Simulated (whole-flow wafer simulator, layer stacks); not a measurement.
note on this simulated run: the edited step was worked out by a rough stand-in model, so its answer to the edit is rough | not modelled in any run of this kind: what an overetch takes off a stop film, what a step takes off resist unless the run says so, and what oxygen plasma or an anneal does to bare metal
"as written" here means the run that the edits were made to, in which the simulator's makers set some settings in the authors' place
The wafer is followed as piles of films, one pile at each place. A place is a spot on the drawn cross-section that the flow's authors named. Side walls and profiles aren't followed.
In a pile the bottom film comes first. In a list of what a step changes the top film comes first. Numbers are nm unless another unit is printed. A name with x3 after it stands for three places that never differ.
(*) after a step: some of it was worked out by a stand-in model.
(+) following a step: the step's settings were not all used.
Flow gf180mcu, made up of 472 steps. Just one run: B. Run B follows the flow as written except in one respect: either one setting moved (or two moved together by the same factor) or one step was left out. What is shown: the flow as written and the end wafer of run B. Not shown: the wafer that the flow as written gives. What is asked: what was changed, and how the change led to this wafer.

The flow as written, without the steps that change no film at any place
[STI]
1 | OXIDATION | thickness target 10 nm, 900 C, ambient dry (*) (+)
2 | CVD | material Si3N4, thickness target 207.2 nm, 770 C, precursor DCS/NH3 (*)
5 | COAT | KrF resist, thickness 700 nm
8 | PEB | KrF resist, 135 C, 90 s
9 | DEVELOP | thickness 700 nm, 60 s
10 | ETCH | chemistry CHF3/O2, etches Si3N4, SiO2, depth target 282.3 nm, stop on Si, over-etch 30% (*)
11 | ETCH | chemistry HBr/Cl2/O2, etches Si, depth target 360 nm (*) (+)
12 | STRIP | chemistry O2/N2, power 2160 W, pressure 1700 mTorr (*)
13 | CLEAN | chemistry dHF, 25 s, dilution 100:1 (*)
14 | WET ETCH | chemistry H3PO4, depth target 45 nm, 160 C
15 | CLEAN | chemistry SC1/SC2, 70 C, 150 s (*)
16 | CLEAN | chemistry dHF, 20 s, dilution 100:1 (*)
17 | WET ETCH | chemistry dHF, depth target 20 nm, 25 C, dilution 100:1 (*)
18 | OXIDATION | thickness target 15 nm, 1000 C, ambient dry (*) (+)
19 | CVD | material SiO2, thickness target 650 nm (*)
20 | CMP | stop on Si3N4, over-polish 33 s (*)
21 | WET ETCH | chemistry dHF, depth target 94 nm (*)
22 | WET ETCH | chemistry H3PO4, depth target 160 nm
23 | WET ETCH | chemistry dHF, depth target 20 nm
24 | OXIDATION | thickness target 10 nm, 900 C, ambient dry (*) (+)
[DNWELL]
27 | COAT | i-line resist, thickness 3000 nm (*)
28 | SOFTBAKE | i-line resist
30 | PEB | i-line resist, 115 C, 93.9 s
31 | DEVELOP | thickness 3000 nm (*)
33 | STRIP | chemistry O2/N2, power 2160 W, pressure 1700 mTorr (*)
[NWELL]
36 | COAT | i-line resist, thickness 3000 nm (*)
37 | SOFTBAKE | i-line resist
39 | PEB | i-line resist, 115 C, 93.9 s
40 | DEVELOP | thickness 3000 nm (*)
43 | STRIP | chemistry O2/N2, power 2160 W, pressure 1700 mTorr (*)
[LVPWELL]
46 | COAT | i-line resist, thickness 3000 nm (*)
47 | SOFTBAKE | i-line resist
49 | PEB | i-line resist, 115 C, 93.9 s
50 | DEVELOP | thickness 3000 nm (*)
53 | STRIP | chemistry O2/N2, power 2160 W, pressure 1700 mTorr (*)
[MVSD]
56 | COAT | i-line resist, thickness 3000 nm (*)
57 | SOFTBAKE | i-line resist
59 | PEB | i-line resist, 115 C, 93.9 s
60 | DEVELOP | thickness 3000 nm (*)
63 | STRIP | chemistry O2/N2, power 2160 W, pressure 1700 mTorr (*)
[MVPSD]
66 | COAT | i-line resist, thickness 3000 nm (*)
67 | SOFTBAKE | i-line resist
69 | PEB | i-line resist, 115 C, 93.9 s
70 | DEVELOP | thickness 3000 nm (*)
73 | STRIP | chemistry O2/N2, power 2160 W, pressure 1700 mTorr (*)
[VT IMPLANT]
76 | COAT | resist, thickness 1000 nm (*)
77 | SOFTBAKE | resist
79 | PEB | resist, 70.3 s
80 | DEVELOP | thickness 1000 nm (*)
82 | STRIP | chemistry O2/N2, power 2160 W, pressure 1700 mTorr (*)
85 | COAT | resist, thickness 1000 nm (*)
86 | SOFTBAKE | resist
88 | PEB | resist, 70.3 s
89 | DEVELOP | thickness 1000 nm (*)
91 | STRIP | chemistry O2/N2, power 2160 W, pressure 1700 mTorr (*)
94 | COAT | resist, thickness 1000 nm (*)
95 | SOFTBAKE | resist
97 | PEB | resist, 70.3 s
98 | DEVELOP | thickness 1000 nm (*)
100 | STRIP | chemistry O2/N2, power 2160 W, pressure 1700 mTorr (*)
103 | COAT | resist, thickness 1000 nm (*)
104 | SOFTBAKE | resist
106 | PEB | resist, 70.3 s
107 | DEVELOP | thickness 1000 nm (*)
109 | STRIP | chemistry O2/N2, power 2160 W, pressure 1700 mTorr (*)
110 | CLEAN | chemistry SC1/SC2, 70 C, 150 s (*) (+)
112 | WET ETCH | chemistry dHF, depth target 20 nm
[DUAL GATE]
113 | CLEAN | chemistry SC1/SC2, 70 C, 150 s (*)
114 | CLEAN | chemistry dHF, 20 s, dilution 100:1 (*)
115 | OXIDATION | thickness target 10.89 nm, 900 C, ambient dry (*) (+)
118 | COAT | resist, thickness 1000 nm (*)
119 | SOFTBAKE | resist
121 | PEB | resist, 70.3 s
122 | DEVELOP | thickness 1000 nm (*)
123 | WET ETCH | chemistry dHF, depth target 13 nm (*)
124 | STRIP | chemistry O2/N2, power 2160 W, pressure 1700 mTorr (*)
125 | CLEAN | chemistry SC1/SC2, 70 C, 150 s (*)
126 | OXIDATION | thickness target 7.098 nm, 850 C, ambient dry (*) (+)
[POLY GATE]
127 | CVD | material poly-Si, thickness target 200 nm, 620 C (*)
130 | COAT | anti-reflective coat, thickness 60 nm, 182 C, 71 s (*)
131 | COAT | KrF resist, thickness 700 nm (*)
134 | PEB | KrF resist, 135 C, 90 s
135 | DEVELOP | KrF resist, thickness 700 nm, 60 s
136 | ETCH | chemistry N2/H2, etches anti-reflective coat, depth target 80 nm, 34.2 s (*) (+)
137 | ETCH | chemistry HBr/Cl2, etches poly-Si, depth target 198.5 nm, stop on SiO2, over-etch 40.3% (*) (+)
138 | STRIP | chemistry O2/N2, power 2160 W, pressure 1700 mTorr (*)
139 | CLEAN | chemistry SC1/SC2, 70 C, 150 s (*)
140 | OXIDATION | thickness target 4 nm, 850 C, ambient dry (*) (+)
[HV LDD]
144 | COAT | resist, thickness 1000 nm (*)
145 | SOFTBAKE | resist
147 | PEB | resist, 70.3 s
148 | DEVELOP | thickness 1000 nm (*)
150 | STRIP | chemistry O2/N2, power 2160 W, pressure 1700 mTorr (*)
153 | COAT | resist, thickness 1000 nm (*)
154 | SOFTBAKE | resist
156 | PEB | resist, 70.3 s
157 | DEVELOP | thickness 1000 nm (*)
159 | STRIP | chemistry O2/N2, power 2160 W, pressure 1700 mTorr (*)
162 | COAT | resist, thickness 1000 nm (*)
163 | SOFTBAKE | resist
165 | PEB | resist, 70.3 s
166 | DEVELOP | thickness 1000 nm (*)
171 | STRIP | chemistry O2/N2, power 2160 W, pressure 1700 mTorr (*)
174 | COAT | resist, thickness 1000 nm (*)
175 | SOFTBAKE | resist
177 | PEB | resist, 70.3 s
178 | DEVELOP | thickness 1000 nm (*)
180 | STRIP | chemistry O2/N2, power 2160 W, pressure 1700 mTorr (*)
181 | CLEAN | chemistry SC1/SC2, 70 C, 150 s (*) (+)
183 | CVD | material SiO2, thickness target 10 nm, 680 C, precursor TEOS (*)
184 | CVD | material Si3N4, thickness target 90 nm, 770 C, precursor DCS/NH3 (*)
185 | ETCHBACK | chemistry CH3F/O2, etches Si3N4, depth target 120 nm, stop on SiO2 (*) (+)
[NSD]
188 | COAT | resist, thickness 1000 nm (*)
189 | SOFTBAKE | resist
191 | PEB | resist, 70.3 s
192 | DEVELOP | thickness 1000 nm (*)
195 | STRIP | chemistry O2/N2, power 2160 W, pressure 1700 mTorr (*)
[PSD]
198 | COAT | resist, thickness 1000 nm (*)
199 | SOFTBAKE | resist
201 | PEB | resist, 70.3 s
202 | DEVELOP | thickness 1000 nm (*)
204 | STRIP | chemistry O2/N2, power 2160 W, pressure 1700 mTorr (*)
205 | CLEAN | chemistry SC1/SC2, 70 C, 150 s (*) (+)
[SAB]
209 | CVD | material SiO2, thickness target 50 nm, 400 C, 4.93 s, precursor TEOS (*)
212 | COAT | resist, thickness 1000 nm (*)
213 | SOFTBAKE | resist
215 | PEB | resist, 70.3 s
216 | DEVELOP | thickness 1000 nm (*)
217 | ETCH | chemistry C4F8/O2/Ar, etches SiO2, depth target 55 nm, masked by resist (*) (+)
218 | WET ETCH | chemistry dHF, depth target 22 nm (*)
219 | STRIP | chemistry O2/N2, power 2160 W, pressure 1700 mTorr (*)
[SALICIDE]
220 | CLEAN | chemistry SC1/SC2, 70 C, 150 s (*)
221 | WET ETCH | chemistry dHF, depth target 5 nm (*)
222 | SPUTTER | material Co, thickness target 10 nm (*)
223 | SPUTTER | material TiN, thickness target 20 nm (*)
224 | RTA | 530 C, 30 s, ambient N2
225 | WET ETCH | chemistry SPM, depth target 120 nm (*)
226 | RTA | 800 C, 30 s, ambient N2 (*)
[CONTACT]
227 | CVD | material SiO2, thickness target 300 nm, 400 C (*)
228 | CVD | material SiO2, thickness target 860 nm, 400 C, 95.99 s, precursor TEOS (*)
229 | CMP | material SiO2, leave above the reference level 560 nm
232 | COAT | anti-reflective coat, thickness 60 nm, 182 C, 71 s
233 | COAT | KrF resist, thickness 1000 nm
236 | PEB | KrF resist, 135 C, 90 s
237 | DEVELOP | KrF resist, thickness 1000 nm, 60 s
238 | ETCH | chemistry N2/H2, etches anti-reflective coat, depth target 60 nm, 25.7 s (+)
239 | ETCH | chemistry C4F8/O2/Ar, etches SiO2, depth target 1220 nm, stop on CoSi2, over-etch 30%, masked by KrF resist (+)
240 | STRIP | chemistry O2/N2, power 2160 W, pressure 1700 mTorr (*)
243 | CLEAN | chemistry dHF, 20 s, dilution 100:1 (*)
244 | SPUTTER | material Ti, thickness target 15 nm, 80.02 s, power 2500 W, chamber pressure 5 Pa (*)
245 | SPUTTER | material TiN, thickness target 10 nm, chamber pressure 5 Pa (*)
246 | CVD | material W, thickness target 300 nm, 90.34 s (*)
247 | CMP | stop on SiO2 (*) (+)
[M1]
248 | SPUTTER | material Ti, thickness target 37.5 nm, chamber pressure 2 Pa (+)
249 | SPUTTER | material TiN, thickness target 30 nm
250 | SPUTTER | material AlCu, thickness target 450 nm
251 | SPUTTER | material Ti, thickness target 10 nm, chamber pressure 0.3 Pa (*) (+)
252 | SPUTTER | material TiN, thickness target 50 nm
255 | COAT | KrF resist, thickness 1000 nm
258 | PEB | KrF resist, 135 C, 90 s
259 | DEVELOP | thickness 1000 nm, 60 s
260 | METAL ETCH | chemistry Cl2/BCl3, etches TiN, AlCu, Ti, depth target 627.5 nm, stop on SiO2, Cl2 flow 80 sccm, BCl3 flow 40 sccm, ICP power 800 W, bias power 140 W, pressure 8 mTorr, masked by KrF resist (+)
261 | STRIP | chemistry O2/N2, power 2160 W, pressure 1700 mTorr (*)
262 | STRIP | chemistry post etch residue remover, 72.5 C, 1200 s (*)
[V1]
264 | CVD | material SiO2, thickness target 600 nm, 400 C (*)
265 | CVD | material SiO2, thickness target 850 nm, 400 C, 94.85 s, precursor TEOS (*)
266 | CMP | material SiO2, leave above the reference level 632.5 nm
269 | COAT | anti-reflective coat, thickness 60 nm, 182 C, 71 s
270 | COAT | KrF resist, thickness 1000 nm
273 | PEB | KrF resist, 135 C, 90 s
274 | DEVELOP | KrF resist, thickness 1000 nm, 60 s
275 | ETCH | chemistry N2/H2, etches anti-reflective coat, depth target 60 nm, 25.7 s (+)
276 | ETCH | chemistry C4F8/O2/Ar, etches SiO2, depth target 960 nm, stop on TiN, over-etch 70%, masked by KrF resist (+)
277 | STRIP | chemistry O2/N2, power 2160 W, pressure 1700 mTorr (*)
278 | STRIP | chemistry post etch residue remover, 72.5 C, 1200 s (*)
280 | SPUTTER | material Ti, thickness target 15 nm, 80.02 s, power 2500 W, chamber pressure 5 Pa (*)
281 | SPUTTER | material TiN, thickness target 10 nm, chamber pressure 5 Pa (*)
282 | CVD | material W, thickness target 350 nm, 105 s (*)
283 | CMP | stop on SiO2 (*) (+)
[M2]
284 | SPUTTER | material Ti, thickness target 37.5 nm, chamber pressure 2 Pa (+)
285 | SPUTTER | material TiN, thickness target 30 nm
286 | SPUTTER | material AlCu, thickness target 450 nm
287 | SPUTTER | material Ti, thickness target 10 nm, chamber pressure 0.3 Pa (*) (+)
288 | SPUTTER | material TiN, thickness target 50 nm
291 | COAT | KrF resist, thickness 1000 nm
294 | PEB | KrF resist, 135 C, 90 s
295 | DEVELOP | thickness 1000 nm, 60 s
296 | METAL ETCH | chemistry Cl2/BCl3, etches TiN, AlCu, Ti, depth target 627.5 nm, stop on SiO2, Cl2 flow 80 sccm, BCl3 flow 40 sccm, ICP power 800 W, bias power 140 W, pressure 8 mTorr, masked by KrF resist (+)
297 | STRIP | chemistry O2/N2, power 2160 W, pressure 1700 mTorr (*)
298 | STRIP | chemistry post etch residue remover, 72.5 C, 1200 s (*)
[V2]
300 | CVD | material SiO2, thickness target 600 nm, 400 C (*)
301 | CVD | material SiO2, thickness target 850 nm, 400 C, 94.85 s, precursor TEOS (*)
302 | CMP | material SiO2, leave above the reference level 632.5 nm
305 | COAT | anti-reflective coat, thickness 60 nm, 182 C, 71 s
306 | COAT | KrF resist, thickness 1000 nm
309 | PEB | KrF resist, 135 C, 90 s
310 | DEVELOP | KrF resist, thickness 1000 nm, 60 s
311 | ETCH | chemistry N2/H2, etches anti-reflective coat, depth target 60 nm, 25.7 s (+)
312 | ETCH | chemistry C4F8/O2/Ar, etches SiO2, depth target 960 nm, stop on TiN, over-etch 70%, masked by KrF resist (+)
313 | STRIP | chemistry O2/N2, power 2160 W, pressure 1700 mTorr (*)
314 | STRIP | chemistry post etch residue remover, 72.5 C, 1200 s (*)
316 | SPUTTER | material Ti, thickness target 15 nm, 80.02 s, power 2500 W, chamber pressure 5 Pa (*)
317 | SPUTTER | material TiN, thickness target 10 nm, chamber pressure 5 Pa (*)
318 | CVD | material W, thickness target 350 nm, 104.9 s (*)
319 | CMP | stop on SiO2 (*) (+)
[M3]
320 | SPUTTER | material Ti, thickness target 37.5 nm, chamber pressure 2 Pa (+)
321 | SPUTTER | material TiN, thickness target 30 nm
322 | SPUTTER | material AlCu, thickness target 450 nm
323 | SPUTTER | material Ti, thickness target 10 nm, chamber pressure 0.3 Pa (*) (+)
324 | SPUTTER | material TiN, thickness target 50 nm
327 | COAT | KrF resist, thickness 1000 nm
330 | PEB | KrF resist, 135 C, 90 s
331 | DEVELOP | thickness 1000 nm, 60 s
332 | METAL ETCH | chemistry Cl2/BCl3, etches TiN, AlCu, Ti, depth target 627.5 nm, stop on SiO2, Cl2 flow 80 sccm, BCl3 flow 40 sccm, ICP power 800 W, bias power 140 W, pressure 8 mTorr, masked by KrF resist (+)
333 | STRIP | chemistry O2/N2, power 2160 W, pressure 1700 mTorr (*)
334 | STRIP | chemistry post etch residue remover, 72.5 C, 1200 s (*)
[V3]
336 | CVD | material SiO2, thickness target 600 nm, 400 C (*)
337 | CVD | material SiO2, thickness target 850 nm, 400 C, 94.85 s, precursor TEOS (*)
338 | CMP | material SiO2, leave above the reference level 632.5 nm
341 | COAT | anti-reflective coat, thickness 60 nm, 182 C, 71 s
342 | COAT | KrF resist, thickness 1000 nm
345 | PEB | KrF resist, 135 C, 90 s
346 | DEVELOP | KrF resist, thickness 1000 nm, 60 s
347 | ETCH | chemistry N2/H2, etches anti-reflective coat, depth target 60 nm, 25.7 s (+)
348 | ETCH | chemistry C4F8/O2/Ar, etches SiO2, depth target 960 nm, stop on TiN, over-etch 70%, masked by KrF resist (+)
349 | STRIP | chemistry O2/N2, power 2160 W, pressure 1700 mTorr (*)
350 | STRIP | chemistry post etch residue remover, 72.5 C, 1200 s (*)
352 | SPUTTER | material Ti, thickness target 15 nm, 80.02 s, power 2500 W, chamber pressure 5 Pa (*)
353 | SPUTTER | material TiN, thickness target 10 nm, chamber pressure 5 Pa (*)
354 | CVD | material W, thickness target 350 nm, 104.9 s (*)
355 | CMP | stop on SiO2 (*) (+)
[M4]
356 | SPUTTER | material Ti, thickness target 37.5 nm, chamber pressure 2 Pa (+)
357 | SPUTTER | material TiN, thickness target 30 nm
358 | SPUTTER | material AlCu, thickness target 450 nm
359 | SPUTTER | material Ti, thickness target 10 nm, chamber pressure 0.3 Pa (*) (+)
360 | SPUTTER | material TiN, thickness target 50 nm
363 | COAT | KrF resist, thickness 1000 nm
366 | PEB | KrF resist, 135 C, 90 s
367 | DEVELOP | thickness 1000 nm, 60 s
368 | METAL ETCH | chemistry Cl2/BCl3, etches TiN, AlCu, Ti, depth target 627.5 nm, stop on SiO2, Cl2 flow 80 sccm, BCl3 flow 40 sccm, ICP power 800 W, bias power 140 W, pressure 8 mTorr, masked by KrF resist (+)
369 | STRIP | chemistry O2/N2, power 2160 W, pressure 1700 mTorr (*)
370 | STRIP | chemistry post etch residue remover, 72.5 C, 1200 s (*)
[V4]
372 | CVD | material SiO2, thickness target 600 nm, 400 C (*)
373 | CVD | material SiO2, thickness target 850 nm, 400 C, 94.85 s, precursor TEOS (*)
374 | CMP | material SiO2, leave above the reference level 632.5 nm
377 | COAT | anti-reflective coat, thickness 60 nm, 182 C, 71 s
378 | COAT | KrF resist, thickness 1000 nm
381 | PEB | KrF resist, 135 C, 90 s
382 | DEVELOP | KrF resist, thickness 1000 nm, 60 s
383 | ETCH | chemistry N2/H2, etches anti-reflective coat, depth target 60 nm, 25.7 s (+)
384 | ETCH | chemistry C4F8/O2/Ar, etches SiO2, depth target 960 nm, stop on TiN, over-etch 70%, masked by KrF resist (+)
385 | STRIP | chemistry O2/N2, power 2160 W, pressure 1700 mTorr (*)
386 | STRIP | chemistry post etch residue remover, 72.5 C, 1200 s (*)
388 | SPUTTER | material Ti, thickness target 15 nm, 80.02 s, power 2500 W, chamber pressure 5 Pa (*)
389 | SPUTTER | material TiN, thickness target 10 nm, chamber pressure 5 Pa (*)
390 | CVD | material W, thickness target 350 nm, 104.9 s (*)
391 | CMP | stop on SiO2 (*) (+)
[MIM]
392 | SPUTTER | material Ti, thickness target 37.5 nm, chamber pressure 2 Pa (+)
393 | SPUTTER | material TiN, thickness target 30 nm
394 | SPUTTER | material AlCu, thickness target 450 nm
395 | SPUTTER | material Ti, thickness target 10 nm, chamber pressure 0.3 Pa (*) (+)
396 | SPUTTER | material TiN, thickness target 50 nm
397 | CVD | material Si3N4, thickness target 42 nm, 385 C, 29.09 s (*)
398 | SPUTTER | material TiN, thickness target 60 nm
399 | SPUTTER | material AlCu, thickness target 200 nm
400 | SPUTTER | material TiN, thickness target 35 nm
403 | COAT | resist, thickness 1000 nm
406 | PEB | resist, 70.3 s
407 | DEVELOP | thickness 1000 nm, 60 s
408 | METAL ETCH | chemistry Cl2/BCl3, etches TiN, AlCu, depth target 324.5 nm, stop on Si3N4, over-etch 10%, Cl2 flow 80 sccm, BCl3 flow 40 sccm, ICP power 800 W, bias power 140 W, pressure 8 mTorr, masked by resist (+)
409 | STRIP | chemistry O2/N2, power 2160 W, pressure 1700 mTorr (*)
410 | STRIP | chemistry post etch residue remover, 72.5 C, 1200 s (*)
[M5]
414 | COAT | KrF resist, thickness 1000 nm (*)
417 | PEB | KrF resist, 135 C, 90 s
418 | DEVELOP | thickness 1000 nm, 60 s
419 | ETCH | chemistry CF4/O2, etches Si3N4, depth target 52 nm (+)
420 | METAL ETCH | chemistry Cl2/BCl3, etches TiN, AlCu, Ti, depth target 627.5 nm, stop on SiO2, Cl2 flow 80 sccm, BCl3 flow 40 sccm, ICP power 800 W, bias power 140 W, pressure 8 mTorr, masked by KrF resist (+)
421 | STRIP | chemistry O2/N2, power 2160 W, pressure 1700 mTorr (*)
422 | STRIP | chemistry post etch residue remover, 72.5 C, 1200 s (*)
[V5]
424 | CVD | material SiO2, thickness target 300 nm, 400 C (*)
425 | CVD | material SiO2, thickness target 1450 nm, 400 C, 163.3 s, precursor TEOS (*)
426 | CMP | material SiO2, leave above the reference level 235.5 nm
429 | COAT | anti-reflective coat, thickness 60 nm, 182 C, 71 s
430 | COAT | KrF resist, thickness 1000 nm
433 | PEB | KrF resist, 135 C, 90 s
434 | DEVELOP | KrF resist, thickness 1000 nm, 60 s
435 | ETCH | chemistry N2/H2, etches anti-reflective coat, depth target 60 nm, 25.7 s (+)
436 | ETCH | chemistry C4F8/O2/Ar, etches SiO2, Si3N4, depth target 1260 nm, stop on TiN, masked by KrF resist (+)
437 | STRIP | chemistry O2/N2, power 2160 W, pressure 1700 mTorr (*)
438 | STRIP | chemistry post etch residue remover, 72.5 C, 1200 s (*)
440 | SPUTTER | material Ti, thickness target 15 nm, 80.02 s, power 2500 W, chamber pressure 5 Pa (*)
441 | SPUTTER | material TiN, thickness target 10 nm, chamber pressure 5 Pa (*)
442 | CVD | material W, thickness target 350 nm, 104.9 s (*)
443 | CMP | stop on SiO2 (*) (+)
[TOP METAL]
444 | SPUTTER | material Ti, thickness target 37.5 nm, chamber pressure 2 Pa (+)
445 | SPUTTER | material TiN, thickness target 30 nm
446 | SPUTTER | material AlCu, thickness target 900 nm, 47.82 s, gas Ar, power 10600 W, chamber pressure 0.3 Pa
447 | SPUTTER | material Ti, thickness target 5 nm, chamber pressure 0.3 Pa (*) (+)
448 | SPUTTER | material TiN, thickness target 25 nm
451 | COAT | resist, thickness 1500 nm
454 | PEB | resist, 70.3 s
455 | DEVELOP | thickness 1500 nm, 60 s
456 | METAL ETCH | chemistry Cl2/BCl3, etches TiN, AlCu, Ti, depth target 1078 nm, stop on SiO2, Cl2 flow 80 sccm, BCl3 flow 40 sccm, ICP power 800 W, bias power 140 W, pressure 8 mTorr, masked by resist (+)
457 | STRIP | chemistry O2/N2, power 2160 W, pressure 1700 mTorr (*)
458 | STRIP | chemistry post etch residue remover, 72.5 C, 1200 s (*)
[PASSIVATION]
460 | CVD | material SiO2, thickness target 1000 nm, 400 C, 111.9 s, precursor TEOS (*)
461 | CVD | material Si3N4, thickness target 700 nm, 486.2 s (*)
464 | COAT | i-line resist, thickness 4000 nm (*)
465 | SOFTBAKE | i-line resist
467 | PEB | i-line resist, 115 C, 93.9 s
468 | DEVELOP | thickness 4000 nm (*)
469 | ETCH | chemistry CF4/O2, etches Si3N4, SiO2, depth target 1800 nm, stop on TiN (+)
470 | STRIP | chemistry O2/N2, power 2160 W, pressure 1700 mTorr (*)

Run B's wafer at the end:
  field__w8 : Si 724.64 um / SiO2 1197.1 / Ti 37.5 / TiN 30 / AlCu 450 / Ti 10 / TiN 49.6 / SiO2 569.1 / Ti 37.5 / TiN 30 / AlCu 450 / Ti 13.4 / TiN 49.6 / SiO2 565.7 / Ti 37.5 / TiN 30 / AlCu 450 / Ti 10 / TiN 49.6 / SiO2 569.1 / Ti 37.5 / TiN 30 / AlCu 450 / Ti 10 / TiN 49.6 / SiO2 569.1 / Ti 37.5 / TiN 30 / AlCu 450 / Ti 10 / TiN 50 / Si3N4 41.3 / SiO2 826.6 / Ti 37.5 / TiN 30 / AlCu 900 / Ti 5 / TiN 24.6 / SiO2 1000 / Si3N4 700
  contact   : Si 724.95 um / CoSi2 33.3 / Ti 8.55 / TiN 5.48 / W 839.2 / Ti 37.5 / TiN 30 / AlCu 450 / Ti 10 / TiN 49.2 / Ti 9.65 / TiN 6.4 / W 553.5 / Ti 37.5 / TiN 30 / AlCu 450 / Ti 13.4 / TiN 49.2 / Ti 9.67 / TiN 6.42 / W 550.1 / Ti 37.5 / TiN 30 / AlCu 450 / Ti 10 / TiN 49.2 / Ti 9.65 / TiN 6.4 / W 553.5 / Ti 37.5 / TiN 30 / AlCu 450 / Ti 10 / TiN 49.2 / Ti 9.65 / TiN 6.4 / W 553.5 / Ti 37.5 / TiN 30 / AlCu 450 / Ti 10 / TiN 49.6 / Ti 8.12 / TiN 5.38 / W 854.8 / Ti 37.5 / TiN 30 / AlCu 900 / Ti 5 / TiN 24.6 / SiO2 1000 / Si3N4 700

What caused this: step 287, SPUTTER: thickness target 13.4 nm was run, whereas the flow has thickness target 10 nm.
One can read it off the wafer: field__w8 has Ti 13.4, and step 287 as written asks for 10 nm.

The path from the change to this, step by step:
  287 | SPUTTER | material Ti, thickness target 10 nm, chamber pressure 0.3 Pa (*) (+)
      field, field__w1, field__w2 and 108 more: +13.4 Ti (new film) (as written it would have been: +10 Ti (new film))
  296 | METAL ETCH | chemistry Cl2/BCl3, etches TiN, AlCu, Ti, depth target 627.5 nm, stop on SiO2, Cl2 flow 80 sccm, BCl3 flow 40 sccm, ICP power 800 W, bias power 140 W, pressure 8 mTorr, masked by KrF resist (+)
      field, field__w1, field__w2 and 103 more: -50 TiN (all of it), -13.4 Ti (all of it), -450 AlCu (all of it), -30 TiN (all of it), -37.5 Ti (all of it) (as written it would have been: -50 TiN (all of it), -10 Ti (all of it), -450 AlCu (all of it), -30 TiN (all of it), -37.5 Ti (all of it))
